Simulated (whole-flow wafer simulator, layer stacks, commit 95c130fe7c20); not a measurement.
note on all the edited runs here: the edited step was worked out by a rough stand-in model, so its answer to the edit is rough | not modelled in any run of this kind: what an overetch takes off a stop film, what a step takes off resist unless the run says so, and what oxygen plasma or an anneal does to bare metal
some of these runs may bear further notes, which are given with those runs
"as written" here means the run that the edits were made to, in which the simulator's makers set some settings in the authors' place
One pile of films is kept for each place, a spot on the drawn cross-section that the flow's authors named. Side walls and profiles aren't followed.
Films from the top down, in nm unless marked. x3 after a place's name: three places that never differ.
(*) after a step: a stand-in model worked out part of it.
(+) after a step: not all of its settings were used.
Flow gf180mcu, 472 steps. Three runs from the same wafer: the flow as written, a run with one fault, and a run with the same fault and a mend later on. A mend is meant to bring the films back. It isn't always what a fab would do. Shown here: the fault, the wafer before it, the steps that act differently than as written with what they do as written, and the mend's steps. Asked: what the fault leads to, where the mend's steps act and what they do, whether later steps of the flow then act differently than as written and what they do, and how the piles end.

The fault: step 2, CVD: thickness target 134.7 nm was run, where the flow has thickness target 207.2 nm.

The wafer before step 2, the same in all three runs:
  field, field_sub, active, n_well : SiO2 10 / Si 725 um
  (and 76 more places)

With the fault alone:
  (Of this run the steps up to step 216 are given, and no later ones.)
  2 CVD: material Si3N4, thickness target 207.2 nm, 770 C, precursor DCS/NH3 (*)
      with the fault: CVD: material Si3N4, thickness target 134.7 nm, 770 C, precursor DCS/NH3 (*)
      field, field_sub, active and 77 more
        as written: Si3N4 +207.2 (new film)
        with the fault: Si3N4 +134.7 (new film)
  Later steps of the flow that act differently than as written (11 more steps differ only slightly, by at most 2% or 0.5 nm, whichever is larger, and aren't shown):
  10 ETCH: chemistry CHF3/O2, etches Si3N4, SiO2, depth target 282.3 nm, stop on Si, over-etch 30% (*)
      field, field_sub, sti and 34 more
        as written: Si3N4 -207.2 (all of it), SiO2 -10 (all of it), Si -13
        with the fault: Si3N4 -134.7 (all of it), SiO2 -10 (all of it), Si -27.5
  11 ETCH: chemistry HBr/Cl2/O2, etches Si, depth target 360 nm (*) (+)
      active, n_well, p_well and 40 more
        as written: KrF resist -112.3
        with the fault: KrF resist -107.5
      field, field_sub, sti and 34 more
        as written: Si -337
        with the fault: Si -322.5
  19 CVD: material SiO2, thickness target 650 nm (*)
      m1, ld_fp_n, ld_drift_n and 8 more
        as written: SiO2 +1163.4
        with the fault: SiO2 +1090.9
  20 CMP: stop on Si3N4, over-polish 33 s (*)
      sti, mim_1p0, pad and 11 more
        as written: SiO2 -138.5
        with the fault: SiO2 -211
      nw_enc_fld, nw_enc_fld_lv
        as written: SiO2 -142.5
        with the fault: SiO2 -215
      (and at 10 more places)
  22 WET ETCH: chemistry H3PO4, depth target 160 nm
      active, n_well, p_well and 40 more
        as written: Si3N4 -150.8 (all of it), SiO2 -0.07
        with the fault: Si3N4 -78.2 (all of it), SiO2 -0.64
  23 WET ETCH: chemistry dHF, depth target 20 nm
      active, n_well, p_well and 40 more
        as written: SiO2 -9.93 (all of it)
        with the fault: SiO2 -9.36 (all of it)
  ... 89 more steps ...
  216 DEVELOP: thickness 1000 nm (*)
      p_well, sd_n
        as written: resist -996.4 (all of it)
        with the fault: resist -925.7 (all of it)
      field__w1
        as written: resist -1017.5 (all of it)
        with the fault: resist -1051.9 (all of it)
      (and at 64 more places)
  After step 216 the piles differ from the flow's by more than 2% or 0.5 nm, whichever is larger, at field, field__w1, field__w2 and 68 more.
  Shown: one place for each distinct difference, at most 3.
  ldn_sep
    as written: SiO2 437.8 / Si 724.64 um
    with the fault: SiO2 365.8 / Si 724.64 um
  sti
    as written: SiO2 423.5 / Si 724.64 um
    with the fault: SiO2 351.6 / Si 724.64 um
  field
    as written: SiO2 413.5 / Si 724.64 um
    with the fault: SiO2 341.6 / Si 724.63 um

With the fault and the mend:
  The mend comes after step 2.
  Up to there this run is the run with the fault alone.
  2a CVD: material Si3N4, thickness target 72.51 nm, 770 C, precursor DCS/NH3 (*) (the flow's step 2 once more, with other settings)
      field, field_sub, active and 77 more
        Si3N4 +72.5
  No later step of the flow acts differently than as written at any place that is followed.
  At the end the piles are the same as the flow's at every place that both follow.
